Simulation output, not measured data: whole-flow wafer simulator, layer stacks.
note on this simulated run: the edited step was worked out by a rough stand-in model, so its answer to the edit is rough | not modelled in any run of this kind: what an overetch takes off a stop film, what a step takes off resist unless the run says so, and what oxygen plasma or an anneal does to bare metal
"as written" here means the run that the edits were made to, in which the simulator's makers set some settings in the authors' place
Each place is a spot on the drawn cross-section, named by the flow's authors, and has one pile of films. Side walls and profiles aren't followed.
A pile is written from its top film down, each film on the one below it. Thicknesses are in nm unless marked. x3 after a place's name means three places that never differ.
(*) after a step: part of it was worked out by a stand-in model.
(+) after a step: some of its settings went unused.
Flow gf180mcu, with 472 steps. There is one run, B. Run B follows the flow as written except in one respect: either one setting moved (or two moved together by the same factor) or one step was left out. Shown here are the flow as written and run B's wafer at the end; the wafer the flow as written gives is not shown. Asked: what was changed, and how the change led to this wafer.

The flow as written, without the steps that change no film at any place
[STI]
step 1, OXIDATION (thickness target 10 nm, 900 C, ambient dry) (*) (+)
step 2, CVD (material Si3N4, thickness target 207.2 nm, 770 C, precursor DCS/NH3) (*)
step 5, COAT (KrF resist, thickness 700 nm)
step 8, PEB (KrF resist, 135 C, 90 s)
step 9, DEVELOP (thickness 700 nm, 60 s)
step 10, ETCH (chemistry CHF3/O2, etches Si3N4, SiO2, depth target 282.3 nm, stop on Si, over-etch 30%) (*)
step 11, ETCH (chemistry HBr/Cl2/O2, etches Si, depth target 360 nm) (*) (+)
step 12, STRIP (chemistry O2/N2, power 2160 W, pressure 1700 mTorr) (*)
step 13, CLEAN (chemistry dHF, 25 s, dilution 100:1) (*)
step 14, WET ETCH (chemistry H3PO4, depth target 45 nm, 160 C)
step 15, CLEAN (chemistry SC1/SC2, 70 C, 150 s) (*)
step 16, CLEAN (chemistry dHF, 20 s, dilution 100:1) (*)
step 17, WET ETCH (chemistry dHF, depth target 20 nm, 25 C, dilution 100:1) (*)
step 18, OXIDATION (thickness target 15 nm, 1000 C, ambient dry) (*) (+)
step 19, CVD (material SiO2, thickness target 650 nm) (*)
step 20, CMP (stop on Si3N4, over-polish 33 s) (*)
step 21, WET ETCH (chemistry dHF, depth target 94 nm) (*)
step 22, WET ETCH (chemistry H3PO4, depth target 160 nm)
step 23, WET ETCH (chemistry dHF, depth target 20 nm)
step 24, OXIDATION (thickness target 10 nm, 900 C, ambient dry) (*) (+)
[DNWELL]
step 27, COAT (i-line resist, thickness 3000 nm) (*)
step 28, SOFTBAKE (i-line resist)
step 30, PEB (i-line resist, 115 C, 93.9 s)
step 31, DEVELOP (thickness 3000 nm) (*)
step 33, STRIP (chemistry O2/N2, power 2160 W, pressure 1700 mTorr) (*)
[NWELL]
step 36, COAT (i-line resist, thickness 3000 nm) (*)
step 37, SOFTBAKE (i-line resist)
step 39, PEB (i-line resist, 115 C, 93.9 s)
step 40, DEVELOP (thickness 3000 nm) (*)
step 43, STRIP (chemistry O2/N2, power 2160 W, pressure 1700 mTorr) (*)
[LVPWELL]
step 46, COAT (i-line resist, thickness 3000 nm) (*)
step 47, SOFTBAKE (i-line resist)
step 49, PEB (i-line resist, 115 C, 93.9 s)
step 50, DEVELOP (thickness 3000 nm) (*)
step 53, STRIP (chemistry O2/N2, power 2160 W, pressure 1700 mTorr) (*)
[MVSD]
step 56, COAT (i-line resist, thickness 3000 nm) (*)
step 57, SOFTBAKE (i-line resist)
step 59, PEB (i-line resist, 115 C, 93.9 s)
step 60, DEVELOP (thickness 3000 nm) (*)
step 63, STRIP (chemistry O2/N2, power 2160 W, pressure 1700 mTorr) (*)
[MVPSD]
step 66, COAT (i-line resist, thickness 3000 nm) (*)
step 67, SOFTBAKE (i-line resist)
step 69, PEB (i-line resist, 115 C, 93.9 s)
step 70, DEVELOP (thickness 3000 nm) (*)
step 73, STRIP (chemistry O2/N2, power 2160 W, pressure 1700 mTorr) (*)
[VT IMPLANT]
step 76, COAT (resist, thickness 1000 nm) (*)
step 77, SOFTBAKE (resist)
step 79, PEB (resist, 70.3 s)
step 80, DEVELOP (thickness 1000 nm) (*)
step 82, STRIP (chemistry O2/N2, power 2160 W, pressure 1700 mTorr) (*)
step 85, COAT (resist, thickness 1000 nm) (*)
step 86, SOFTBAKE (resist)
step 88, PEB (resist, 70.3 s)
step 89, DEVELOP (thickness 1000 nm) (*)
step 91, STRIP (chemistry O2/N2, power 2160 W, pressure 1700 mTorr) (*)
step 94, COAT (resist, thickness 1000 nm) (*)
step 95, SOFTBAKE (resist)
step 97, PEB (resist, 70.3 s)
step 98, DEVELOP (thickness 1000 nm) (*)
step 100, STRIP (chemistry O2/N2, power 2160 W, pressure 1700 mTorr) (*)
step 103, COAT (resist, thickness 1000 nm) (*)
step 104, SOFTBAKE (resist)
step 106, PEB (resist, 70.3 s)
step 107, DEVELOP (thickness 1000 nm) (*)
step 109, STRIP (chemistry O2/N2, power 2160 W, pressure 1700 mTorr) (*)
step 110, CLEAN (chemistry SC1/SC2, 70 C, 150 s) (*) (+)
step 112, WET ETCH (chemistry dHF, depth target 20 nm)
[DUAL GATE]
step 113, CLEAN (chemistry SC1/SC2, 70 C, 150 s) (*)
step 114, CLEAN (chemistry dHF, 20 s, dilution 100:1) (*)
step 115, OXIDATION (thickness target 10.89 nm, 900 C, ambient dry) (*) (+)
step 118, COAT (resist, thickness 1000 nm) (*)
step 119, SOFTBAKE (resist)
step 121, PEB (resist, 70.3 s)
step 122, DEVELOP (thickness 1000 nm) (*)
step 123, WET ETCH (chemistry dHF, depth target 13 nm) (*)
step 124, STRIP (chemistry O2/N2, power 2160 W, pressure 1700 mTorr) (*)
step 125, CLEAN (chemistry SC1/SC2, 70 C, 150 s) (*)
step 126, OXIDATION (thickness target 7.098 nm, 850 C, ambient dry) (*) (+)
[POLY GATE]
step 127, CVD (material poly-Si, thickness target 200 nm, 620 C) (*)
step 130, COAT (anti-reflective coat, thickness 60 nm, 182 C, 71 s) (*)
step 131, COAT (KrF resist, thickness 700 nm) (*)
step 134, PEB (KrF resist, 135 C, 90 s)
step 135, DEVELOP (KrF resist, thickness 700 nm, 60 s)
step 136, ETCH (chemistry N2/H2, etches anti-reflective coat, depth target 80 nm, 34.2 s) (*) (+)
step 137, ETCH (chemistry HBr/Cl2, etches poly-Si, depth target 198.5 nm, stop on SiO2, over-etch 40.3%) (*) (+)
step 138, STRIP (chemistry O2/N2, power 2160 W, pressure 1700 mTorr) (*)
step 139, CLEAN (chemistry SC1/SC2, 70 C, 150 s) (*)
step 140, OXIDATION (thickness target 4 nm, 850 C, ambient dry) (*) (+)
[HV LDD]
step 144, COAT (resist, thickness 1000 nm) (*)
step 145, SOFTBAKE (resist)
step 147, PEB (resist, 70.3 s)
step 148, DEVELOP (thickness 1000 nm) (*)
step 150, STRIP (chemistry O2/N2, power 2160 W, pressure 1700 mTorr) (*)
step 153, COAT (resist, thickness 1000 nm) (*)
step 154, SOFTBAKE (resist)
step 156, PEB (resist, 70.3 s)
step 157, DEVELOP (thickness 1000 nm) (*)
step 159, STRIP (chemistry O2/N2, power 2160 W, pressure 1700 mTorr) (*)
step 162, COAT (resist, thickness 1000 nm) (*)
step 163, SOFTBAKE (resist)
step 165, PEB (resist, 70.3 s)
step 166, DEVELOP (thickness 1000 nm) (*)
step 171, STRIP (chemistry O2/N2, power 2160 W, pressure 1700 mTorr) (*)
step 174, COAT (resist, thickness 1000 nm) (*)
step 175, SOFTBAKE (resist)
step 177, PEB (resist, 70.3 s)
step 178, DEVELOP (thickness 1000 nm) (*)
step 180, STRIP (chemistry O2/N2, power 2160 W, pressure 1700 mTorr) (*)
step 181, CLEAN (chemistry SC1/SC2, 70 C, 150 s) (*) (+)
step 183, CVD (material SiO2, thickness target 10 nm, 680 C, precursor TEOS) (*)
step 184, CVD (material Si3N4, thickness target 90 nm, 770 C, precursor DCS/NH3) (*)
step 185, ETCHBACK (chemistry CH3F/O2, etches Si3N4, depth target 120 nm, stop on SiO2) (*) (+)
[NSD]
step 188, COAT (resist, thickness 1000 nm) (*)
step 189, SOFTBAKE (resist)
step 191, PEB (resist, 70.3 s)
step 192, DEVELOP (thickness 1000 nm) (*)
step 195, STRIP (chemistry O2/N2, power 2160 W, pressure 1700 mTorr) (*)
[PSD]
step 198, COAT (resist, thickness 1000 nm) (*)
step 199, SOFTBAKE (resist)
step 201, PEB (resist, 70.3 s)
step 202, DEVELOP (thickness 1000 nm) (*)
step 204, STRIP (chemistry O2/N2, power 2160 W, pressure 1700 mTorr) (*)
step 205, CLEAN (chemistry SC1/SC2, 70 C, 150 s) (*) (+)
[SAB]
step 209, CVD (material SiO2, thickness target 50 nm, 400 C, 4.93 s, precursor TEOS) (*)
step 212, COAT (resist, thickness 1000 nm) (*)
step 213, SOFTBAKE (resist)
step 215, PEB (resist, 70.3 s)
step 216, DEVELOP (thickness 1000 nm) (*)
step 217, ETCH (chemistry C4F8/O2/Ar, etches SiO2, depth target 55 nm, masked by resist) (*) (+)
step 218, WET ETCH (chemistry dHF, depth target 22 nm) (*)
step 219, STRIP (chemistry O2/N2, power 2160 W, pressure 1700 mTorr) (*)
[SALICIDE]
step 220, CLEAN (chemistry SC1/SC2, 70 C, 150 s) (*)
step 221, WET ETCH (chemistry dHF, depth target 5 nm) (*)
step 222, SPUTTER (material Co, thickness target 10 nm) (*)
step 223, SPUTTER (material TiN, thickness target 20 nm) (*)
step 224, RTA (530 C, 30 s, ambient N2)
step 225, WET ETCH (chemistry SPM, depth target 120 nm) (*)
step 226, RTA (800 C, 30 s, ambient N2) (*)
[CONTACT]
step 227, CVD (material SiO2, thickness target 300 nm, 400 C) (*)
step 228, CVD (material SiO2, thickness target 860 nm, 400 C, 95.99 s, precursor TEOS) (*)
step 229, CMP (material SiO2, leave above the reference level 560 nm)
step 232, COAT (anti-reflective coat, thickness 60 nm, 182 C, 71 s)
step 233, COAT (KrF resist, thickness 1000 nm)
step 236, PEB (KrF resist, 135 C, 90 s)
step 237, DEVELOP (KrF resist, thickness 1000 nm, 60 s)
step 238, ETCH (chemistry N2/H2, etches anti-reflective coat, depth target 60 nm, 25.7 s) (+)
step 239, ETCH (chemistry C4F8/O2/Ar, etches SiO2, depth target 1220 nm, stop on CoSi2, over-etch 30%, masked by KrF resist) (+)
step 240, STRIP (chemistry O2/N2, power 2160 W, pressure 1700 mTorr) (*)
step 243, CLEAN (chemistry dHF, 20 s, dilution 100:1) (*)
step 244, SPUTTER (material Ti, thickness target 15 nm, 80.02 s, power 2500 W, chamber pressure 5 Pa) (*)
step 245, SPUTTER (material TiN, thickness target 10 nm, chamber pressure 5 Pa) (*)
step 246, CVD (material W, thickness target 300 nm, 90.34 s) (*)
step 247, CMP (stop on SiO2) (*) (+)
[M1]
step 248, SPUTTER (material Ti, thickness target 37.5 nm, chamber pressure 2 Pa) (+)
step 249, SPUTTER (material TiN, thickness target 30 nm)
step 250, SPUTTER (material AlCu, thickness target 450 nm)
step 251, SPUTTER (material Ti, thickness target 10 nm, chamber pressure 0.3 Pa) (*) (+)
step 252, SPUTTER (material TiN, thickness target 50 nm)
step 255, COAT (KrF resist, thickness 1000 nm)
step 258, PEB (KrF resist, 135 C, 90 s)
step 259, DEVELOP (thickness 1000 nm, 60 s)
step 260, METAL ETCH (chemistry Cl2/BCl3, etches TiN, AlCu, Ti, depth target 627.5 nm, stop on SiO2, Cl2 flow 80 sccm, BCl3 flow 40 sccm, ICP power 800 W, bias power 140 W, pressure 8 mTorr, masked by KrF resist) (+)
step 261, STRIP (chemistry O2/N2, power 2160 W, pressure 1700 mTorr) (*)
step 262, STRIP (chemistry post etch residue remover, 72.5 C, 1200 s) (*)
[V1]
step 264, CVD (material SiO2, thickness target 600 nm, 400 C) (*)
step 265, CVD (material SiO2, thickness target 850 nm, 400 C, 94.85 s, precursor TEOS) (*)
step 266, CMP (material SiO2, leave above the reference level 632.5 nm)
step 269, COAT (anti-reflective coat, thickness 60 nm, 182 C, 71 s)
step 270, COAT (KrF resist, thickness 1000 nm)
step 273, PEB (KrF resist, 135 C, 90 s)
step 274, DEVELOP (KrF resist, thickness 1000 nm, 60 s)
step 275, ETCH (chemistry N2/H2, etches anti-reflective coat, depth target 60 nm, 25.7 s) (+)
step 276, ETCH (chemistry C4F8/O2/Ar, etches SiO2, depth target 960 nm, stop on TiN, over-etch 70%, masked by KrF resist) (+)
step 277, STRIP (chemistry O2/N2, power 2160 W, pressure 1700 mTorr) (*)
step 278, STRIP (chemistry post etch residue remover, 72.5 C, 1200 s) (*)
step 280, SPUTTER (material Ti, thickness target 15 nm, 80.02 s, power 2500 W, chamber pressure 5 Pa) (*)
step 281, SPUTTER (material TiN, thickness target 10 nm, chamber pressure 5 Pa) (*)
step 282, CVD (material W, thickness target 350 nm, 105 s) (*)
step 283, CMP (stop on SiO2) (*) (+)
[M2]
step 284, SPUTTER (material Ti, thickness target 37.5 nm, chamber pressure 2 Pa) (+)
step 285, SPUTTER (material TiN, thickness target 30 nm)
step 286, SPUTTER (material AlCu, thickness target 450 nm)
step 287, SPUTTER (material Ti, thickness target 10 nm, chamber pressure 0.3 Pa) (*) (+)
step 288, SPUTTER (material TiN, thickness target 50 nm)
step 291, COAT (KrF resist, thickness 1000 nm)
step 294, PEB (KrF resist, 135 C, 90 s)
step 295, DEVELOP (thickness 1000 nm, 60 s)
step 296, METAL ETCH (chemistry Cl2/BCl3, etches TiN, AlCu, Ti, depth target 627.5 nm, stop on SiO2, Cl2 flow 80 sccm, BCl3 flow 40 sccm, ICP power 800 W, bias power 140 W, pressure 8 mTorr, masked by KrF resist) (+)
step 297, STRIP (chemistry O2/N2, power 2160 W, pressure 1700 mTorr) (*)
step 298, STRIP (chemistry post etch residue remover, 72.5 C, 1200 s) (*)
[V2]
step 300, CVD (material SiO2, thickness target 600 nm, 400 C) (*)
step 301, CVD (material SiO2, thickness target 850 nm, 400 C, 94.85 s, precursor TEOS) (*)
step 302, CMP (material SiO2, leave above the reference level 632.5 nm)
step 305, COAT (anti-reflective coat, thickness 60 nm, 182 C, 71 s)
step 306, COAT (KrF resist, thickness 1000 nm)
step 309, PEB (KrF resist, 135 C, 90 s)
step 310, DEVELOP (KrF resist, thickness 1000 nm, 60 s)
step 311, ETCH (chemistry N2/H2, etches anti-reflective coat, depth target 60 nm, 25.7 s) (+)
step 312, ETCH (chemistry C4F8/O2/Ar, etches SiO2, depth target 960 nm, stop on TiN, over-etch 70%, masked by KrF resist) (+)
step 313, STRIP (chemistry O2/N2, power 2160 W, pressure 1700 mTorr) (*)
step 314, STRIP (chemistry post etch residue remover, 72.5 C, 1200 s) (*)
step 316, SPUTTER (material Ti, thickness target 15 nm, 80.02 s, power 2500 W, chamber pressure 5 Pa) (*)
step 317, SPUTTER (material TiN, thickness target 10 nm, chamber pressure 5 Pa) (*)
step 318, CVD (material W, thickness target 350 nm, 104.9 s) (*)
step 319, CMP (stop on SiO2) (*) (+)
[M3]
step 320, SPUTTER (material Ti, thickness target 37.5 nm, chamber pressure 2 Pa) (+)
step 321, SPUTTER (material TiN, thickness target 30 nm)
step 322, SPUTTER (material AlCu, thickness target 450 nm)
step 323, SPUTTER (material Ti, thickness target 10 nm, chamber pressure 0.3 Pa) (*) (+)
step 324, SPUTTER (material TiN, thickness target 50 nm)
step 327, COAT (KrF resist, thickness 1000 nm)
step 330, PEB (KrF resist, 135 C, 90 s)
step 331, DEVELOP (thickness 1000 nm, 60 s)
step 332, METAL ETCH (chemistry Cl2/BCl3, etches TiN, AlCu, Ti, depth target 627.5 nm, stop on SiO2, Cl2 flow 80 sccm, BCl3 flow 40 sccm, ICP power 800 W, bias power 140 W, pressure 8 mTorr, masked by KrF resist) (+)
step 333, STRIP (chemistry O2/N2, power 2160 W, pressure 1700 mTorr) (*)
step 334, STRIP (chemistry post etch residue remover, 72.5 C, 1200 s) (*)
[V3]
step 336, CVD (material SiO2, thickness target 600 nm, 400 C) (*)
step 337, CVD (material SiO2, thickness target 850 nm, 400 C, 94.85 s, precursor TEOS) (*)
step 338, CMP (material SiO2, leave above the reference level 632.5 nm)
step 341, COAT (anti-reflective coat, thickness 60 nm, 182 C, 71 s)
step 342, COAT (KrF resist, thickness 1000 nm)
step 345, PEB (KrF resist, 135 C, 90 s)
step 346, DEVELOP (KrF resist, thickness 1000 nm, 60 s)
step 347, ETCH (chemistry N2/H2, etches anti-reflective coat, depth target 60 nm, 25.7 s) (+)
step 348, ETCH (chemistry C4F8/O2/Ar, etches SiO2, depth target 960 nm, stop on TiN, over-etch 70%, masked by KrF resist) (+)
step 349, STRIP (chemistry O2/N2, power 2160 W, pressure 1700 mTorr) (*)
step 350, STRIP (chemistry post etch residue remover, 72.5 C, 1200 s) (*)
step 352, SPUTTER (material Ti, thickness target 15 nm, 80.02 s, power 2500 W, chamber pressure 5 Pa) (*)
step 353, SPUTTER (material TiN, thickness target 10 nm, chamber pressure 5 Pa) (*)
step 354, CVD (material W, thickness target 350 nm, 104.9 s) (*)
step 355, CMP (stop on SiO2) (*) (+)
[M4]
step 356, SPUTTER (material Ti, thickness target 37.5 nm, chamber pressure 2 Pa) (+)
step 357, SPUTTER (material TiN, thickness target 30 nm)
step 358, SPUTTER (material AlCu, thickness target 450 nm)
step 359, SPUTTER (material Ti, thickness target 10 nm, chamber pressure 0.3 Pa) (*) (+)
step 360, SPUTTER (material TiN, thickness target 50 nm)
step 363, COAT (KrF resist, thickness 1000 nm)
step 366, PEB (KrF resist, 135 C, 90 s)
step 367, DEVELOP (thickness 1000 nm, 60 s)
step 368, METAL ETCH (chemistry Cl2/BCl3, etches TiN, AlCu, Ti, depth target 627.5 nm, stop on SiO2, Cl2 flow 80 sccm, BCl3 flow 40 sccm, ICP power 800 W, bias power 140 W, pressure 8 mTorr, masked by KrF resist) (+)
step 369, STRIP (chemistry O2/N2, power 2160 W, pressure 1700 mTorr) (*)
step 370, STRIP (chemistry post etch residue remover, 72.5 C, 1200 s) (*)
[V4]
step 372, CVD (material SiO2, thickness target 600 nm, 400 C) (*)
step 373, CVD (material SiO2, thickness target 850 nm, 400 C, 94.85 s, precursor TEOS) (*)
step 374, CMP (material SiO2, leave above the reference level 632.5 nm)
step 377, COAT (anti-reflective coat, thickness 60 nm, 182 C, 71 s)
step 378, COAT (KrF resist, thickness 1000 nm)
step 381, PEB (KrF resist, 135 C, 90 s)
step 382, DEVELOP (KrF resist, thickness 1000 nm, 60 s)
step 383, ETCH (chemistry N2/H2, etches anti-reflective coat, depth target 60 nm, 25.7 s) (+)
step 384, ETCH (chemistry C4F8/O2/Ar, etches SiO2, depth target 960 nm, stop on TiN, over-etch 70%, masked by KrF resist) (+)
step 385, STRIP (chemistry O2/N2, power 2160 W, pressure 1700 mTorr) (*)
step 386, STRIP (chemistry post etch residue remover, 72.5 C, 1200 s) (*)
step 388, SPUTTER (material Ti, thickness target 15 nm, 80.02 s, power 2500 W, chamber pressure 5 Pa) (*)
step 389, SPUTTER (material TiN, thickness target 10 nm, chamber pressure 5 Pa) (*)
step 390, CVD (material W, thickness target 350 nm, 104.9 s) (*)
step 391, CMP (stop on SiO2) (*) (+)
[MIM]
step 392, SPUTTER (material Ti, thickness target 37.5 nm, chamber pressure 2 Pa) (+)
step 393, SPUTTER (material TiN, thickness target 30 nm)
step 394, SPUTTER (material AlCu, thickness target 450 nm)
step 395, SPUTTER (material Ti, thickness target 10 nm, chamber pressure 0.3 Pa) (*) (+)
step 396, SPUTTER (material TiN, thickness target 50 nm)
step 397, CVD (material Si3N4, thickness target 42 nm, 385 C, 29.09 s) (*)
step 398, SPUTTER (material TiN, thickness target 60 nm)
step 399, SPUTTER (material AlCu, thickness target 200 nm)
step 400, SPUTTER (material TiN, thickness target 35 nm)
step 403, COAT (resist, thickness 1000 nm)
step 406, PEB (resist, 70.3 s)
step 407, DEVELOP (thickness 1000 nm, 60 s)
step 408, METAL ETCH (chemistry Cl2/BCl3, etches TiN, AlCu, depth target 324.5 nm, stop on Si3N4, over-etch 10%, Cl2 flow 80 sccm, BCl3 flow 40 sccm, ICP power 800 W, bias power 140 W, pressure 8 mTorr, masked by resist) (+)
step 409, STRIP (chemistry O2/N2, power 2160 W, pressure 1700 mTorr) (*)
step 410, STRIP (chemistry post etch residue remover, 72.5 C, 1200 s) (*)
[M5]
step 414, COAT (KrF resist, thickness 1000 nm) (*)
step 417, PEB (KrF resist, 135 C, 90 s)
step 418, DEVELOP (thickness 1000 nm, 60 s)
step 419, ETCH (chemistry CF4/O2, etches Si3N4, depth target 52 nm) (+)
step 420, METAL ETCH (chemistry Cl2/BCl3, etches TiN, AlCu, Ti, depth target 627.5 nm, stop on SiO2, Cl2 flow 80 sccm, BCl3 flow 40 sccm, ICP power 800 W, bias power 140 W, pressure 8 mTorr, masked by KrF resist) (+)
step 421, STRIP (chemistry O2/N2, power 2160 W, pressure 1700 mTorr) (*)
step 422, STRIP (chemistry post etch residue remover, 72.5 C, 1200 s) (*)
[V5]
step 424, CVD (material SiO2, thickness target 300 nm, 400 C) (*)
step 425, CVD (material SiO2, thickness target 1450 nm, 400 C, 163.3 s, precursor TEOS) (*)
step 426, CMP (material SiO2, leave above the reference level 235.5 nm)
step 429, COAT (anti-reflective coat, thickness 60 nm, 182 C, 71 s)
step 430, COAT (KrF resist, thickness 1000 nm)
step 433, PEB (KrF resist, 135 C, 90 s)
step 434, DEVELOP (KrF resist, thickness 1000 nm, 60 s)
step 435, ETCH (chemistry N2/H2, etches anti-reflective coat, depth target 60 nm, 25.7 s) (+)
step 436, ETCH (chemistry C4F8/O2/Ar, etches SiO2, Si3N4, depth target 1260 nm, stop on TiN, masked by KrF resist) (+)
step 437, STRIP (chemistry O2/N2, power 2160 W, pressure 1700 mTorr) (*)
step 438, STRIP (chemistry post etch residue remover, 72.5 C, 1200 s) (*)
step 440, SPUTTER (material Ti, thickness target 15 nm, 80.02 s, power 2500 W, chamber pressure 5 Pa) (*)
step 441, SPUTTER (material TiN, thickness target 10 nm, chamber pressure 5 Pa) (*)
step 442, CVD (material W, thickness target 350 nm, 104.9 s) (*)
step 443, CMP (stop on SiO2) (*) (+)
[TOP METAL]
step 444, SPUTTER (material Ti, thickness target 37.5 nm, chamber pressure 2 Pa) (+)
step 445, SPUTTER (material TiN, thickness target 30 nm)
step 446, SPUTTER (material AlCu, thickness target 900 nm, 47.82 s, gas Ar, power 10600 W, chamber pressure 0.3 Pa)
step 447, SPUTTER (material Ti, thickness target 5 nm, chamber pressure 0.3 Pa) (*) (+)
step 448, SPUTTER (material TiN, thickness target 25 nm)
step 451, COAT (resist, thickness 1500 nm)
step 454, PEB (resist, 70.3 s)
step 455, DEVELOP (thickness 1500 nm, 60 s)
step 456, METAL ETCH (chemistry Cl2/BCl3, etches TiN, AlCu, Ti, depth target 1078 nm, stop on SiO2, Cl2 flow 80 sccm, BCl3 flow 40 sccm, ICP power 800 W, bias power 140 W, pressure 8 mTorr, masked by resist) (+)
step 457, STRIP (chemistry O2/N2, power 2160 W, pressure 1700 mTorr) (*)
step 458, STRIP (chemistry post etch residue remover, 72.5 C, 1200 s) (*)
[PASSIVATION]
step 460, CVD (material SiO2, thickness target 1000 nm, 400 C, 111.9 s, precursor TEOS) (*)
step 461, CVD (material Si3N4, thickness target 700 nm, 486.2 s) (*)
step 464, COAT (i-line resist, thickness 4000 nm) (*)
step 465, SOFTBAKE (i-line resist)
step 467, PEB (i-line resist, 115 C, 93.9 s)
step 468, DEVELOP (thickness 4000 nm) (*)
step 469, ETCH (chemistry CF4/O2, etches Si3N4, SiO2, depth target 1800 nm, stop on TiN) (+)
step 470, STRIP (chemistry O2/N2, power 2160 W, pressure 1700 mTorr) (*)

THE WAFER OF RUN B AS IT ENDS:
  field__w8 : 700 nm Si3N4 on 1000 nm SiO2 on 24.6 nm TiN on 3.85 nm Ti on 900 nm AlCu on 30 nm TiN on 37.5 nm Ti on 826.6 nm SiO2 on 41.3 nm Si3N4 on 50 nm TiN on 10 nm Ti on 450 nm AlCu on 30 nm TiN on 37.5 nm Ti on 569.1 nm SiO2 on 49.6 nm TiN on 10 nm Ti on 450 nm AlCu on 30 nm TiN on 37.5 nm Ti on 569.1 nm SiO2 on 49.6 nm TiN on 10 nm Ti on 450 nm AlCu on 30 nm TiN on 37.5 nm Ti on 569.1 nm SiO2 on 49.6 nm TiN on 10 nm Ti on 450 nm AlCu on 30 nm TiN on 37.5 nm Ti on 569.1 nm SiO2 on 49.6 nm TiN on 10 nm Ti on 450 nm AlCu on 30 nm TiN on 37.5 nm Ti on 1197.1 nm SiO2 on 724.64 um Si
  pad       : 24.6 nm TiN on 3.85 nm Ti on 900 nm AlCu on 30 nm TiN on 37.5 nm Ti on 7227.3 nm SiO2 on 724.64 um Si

What caused this: step 447, SPUTTER: thickness target 3.85 nm was run, whereas the flow has thickness target 5 nm.
One can read it off the wafer: field__w8 has Ti 3.85, and step 447 as written asks for 5 nm.

How this came from the change, step by step:
  step 447, SPUTTER (material Ti, thickness target 5 nm, chamber pressure 0.3 Pa) (*) (+)
      field, field__w1, field__w2 and 109 more: +3.85 Ti (new film) (in the flow as written it would be: +5 Ti (new film))
  step 456, METAL ETCH (chemistry Cl2/BCl3, etches TiN, AlCu, Ti, depth target 1078 nm, stop on SiO2, Cl2 flow 80 sccm, BCl3 flow 40 sccm, ICP power 800 W, bias power 140 W, pressure 8 mTorr, masked by resist) (+)
      field, field__w1, field__w2 and 103 more: -25 TiN (all of it), -3.85 Ti (all of it), -900 AlCu (all of it), -30 TiN (all of it), -37.5 Ti (all of it) (in the flow as written it would be: -25 TiN (all of it), -5 Ti (all of it), -900 AlCu (all of it), -30 TiN (all of it), -37.5 Ti (all of it))
